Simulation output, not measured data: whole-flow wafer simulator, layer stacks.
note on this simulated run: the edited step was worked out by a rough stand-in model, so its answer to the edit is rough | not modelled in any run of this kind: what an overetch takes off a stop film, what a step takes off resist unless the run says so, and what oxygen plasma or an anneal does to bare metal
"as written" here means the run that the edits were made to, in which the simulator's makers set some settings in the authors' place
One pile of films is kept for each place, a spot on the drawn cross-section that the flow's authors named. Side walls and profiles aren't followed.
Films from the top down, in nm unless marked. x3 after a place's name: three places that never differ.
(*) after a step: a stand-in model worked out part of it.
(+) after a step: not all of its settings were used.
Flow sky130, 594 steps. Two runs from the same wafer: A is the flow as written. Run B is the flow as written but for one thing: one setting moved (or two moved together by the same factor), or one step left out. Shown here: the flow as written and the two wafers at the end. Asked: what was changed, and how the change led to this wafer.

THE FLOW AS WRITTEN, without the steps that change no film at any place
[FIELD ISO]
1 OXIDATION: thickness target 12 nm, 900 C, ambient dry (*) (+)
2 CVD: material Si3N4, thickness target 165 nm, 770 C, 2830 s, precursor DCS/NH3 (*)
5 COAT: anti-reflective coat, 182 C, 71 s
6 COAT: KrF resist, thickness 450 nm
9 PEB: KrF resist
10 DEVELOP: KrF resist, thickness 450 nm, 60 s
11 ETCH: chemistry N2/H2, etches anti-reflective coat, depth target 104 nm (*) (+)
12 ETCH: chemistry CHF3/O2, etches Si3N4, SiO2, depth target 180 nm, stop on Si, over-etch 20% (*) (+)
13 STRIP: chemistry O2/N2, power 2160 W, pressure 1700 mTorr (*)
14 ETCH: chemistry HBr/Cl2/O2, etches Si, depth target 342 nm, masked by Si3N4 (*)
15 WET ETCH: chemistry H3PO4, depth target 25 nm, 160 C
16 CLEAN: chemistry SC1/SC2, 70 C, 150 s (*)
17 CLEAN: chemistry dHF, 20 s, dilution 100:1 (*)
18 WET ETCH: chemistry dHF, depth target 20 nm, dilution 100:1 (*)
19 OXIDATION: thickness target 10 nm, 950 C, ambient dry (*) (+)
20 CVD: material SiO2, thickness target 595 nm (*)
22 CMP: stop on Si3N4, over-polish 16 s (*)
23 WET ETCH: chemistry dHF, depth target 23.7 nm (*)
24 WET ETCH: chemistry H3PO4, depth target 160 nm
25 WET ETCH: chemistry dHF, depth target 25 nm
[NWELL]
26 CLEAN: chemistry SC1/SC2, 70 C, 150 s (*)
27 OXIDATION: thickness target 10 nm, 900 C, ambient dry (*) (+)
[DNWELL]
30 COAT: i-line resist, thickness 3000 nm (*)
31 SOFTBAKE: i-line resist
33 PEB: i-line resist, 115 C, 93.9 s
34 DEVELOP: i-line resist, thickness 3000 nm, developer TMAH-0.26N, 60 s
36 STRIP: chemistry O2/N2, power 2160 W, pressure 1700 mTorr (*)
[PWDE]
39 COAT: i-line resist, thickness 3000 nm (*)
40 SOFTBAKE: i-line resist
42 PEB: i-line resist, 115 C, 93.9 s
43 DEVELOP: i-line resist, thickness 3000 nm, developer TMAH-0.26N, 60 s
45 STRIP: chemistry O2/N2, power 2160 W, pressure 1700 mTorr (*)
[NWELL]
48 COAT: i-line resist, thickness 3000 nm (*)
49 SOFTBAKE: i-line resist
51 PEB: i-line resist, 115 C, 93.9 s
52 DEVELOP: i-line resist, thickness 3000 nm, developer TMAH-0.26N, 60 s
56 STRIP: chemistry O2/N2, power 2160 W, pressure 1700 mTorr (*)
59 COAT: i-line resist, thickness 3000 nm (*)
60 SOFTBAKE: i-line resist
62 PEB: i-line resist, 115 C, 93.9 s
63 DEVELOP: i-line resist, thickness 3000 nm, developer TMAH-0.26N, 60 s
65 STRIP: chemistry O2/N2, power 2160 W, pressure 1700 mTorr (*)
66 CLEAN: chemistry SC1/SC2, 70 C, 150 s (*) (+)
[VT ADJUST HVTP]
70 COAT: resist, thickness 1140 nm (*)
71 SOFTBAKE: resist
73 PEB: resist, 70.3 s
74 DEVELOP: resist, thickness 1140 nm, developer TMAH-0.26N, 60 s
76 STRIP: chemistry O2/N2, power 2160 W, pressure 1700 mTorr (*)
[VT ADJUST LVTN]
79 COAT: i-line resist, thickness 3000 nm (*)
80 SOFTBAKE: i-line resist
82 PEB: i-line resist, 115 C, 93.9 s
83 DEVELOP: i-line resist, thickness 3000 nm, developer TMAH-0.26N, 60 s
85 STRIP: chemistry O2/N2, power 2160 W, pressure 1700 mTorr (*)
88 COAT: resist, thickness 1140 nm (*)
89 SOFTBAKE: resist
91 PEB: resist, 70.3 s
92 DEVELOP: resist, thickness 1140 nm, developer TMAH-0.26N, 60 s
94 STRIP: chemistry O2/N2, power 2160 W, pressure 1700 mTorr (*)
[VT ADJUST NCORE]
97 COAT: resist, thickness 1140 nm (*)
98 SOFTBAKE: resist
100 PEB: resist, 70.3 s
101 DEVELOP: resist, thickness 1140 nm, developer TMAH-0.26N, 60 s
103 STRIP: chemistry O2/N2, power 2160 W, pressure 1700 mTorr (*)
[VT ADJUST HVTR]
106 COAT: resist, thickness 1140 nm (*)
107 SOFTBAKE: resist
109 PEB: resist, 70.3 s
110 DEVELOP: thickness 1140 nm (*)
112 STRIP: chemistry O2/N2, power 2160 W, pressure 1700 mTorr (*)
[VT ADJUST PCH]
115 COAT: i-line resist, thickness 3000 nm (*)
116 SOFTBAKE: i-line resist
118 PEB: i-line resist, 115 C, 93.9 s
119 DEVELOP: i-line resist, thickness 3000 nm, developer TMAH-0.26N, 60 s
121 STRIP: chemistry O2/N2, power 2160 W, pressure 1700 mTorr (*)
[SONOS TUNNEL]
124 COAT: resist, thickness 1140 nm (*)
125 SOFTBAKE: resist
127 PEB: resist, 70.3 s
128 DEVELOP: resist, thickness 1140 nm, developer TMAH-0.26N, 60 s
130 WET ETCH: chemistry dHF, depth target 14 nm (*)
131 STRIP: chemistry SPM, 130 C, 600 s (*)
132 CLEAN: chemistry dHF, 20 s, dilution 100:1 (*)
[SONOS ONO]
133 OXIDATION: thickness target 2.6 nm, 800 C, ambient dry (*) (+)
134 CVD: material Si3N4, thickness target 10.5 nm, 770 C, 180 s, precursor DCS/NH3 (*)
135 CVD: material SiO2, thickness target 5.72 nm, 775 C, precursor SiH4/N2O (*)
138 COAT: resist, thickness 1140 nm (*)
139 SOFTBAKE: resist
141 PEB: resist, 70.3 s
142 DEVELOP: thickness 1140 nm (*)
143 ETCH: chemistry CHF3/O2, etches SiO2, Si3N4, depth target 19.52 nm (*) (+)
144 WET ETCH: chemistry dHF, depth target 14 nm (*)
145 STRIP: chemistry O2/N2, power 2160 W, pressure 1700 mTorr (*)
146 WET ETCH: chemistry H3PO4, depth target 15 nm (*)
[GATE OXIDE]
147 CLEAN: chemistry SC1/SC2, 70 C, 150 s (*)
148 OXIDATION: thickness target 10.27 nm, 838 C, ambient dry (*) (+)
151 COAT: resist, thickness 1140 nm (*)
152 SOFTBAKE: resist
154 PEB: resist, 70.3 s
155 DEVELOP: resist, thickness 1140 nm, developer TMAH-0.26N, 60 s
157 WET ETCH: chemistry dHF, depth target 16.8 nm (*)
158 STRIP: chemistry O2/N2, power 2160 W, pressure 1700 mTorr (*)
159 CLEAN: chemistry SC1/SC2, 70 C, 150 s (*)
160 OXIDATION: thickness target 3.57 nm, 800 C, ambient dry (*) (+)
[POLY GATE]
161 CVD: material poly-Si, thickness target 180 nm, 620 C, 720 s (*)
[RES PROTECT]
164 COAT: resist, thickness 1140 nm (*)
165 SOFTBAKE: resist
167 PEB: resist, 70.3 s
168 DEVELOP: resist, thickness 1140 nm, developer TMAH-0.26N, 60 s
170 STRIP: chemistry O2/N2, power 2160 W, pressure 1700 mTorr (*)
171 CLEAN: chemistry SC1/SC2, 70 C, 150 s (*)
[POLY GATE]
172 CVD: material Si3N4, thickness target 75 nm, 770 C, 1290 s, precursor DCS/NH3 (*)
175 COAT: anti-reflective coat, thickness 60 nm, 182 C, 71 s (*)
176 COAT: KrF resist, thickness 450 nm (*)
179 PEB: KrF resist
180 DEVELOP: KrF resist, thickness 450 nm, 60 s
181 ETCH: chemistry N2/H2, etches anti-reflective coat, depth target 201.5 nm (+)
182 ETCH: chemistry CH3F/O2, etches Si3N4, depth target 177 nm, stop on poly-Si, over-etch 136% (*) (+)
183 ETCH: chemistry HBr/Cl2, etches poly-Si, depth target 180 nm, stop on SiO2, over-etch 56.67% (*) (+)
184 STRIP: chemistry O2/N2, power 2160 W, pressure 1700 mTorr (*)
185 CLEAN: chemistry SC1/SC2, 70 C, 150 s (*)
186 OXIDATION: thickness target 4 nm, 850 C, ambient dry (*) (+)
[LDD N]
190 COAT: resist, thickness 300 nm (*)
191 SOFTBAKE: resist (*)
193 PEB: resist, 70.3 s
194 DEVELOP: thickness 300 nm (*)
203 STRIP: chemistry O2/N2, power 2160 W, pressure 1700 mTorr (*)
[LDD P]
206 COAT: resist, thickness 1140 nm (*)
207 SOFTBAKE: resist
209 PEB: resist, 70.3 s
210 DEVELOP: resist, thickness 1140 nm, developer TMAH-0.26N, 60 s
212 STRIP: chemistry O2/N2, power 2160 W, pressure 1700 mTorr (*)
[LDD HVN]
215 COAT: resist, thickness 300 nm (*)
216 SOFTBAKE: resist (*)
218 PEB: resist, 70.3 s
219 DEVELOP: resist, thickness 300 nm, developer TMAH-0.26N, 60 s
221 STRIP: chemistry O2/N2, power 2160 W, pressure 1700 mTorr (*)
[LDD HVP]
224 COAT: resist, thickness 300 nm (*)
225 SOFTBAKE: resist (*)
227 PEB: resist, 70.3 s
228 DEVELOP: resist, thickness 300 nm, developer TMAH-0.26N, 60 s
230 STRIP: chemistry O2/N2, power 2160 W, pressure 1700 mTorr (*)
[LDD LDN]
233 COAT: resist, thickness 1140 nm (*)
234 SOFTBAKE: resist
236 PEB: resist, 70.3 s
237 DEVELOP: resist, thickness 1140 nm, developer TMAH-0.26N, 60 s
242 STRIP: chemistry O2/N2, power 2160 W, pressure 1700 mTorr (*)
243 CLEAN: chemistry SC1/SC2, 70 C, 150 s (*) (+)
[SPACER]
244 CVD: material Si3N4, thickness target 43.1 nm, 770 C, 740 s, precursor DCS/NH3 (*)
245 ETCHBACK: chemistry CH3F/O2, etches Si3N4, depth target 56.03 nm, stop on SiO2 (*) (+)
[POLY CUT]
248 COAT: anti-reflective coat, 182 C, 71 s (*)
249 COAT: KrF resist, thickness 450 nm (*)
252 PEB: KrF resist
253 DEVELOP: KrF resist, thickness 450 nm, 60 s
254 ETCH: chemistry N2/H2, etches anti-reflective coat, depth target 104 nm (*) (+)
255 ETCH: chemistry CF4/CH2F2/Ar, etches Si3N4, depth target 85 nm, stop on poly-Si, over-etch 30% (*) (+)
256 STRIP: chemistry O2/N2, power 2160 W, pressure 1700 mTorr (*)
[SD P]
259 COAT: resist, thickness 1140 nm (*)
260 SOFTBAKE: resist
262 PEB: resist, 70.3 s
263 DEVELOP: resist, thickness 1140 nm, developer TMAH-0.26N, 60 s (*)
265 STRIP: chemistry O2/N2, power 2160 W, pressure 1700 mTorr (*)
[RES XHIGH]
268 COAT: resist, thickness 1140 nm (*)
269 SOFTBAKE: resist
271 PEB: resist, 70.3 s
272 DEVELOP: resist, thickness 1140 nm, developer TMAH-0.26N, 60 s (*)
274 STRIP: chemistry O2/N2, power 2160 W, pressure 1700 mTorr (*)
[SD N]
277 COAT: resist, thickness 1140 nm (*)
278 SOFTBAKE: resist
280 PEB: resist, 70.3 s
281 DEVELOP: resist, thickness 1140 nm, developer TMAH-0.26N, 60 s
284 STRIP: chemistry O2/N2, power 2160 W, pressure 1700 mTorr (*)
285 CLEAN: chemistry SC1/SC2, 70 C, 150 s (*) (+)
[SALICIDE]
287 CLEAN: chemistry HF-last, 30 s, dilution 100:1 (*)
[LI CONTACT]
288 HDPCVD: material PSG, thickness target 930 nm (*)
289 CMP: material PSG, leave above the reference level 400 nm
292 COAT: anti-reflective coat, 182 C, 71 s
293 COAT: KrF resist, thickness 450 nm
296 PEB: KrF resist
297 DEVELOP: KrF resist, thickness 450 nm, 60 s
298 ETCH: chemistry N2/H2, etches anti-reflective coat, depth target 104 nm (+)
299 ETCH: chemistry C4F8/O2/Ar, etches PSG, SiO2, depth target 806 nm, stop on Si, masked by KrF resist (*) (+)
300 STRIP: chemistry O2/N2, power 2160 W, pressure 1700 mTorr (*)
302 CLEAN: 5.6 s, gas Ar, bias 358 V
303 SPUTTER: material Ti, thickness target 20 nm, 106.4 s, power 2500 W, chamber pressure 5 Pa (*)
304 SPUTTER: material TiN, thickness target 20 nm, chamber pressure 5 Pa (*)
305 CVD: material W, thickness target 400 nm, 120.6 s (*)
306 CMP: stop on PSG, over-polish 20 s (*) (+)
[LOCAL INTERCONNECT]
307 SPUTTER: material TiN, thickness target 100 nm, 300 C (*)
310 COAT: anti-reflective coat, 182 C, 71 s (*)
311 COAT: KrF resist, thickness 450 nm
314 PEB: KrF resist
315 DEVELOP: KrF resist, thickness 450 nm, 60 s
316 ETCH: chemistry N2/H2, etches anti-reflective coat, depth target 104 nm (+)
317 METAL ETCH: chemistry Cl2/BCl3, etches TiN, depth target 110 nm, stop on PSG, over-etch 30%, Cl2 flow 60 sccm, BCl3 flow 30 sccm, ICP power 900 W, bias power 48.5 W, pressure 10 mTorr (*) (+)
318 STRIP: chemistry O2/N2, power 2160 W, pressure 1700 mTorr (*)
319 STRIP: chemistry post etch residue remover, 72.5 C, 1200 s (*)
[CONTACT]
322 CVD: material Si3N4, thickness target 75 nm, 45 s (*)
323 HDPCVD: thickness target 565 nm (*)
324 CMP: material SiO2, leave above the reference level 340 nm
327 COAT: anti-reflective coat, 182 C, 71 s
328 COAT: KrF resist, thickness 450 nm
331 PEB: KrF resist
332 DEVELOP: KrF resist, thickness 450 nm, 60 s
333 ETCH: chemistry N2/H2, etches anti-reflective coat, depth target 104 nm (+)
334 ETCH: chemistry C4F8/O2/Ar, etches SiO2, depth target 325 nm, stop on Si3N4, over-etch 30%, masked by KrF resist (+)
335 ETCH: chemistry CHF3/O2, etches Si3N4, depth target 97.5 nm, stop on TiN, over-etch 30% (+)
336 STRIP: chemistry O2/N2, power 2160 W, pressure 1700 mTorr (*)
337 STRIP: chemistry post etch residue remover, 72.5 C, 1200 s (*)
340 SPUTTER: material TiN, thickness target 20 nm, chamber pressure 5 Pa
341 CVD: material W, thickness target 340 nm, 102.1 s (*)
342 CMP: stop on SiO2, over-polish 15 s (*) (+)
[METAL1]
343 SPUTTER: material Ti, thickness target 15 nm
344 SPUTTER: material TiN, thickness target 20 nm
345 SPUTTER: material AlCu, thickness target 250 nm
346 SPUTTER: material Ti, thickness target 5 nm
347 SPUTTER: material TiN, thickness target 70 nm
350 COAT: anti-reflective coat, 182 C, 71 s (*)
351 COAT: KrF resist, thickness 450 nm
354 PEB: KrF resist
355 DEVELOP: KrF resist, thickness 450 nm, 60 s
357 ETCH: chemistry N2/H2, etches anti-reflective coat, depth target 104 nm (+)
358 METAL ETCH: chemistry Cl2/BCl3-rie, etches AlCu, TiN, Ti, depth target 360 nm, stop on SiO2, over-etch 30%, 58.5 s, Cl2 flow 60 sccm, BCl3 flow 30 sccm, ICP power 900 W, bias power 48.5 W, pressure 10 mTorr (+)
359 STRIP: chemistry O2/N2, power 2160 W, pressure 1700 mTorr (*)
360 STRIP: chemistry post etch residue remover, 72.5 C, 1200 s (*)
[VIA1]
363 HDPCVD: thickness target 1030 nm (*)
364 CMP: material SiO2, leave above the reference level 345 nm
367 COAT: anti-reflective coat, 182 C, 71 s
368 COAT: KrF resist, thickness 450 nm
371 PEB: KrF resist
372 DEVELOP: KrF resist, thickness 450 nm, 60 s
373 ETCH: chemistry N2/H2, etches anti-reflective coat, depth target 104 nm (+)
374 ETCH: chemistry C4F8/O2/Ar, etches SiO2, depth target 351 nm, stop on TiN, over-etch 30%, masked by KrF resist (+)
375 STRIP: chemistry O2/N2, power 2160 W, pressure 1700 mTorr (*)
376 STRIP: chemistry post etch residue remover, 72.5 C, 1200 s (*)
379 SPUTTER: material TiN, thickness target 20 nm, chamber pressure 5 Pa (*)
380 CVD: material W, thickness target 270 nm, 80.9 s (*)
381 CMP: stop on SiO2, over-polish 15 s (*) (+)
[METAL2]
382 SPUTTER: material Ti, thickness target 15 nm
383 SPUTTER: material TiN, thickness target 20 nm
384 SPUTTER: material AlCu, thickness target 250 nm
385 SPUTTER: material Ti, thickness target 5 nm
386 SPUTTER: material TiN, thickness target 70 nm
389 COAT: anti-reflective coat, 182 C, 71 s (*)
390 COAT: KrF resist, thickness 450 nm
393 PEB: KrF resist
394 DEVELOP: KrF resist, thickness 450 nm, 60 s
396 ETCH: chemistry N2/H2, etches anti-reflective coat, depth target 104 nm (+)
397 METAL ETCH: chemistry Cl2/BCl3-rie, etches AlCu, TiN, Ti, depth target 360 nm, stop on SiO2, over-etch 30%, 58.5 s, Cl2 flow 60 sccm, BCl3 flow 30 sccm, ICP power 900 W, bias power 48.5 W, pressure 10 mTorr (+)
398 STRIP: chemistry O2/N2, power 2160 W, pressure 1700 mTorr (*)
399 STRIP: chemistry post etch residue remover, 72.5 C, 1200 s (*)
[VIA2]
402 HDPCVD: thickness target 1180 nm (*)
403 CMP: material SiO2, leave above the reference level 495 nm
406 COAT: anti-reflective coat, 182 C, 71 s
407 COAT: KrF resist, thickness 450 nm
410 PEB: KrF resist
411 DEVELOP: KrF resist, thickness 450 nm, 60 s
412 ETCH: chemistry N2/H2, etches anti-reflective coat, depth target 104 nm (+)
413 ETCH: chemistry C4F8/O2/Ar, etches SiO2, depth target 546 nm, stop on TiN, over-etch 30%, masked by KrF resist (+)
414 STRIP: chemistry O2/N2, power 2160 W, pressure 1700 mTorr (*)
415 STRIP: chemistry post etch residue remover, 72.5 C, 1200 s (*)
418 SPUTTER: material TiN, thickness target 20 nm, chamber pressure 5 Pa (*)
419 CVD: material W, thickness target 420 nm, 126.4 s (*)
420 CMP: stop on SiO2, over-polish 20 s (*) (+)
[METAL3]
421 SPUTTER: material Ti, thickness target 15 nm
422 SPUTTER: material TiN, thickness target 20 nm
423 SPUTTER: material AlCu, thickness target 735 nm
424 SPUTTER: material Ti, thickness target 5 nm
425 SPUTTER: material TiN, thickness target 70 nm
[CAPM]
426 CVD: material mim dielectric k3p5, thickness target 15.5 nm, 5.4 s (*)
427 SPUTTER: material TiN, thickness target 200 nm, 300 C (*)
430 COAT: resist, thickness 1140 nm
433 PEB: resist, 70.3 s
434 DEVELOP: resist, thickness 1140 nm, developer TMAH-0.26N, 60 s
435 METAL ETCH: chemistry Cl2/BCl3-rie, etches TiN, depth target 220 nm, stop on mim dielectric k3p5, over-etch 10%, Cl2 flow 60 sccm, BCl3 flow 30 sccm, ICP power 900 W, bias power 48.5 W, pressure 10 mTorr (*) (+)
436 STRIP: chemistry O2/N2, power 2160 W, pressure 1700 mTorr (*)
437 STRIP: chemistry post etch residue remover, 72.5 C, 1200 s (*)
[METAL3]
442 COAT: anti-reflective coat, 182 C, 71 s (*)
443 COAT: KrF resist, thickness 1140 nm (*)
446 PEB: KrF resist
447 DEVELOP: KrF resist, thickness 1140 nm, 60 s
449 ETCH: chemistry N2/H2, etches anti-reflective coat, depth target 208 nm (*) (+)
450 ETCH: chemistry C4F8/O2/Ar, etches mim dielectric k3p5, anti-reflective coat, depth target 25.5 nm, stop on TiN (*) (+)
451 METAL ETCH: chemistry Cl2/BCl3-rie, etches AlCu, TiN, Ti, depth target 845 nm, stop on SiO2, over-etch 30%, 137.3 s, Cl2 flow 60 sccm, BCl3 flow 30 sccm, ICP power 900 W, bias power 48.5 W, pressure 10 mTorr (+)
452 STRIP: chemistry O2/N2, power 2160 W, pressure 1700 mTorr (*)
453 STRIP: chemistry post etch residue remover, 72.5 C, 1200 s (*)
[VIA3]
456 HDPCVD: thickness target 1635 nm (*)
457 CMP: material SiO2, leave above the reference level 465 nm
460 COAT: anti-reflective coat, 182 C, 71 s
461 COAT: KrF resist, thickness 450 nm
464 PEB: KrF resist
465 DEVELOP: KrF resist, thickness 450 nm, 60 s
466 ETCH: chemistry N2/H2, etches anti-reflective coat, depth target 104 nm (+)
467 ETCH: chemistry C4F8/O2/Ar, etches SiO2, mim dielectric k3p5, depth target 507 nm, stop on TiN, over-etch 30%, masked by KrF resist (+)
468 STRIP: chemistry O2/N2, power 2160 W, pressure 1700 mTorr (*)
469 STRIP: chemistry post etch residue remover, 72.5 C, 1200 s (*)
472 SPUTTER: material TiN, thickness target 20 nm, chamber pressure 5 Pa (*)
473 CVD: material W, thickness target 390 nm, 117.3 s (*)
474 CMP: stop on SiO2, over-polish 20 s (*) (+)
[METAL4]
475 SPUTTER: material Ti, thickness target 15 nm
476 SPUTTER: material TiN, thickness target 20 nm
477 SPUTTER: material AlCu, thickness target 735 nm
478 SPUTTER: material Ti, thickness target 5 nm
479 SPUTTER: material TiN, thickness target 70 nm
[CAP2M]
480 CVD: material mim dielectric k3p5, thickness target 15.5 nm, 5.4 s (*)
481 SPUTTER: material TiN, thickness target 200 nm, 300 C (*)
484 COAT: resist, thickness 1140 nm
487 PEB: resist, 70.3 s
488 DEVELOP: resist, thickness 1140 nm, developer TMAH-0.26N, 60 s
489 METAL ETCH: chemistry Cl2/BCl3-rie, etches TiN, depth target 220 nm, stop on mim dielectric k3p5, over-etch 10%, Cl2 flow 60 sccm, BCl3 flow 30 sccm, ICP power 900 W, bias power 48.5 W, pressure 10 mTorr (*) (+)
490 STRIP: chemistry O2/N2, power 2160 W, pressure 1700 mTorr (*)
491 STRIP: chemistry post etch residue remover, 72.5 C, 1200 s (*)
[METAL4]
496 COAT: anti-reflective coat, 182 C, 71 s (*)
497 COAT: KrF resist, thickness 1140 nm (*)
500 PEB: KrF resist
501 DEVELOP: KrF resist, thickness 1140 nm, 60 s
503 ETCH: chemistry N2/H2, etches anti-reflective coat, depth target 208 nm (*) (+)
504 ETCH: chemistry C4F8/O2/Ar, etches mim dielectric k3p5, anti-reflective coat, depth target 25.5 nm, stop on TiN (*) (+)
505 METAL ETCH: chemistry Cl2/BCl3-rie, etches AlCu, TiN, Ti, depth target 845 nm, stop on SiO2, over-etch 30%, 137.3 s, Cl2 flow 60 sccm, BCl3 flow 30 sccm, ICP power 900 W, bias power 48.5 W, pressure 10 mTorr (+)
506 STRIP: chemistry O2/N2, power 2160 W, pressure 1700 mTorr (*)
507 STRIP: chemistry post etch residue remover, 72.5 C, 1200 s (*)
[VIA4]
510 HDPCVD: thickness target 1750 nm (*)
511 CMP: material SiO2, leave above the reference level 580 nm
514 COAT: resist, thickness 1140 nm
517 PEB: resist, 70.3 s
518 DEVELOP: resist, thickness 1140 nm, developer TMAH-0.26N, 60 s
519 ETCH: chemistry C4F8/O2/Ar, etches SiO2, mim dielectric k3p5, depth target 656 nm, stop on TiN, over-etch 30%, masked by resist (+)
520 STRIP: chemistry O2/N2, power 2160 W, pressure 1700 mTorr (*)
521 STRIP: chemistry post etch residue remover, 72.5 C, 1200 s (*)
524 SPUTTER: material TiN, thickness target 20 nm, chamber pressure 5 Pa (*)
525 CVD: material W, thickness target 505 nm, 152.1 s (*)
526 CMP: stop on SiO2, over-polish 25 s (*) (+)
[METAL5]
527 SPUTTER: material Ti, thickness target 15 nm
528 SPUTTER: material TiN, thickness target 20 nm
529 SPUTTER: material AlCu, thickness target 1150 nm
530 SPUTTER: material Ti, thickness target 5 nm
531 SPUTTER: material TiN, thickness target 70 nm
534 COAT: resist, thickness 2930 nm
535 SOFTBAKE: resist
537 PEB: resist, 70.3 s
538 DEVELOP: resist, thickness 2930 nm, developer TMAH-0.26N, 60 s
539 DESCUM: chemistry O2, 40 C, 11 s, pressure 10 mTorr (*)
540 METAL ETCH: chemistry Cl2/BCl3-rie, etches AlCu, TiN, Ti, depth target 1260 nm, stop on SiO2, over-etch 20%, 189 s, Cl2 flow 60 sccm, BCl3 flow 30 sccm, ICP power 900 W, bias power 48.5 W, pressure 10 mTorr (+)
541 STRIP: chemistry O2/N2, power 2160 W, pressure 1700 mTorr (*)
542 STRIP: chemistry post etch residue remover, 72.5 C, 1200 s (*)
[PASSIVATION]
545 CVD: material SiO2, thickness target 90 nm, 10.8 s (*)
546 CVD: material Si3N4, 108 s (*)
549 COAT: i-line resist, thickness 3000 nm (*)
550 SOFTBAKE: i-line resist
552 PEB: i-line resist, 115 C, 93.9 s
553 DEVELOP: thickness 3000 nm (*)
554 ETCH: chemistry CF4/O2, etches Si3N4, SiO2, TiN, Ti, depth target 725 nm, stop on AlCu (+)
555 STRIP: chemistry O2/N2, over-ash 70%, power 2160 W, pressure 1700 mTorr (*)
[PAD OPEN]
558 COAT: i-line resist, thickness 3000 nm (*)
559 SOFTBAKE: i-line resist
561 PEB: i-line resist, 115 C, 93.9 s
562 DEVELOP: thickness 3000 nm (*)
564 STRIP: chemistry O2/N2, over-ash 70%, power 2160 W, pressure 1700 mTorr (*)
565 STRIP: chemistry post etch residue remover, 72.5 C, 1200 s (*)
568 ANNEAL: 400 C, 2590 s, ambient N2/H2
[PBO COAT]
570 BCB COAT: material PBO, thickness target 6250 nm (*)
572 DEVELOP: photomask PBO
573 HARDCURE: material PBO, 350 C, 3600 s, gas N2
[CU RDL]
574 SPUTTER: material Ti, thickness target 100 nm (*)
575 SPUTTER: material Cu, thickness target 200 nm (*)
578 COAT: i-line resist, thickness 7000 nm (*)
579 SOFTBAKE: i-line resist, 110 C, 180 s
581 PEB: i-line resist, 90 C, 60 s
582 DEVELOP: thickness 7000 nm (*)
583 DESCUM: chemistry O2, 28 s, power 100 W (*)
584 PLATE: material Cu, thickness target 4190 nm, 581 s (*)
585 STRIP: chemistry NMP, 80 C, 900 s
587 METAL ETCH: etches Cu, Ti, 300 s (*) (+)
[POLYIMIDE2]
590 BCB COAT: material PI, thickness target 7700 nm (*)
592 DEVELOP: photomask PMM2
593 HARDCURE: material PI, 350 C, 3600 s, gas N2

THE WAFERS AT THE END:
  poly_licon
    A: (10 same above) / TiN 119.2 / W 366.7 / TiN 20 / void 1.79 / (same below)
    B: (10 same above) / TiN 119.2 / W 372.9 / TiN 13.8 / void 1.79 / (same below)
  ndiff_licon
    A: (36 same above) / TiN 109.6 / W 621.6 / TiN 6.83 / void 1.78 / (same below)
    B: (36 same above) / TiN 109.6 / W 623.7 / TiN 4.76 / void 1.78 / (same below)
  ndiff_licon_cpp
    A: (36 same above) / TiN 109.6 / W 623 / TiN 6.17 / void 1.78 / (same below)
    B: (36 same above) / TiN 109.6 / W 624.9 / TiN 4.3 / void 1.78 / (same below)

The cause: step 304, SPUTTER: thickness target 13.8 nm was run, where the flow has thickness target 20 nm.
It can be read off the wafer: poly_licon has TiN 13.8, and step 304 as written asks for 20 nm.

How the change led to this, step by step:
  304 SPUTTER: material TiN, thickness target 20 nm, chamber pressure 5 Pa (*)
      field, active, n_well and 185 more: A TiN +20 (new film) | B TiN +13.8 (new film)
      ndiff_licon: A TiN +6.83 (new film) | B TiN +4.76 (new film)
      (and at 2 more places)
  306 CMP: stop on PSG, over-polish 20 s (*) (+)
      field, active, n_well and 184 more: A W -400 (all of it), TiN -20 (all of it), Ti -20 (all of it), PSG -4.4 | B W -400 (all of it), TiN -13.8 (all of it), Ti -20 (all of it), PSG -4.4
      poly_licon: A W -33.3 | B W -27.1
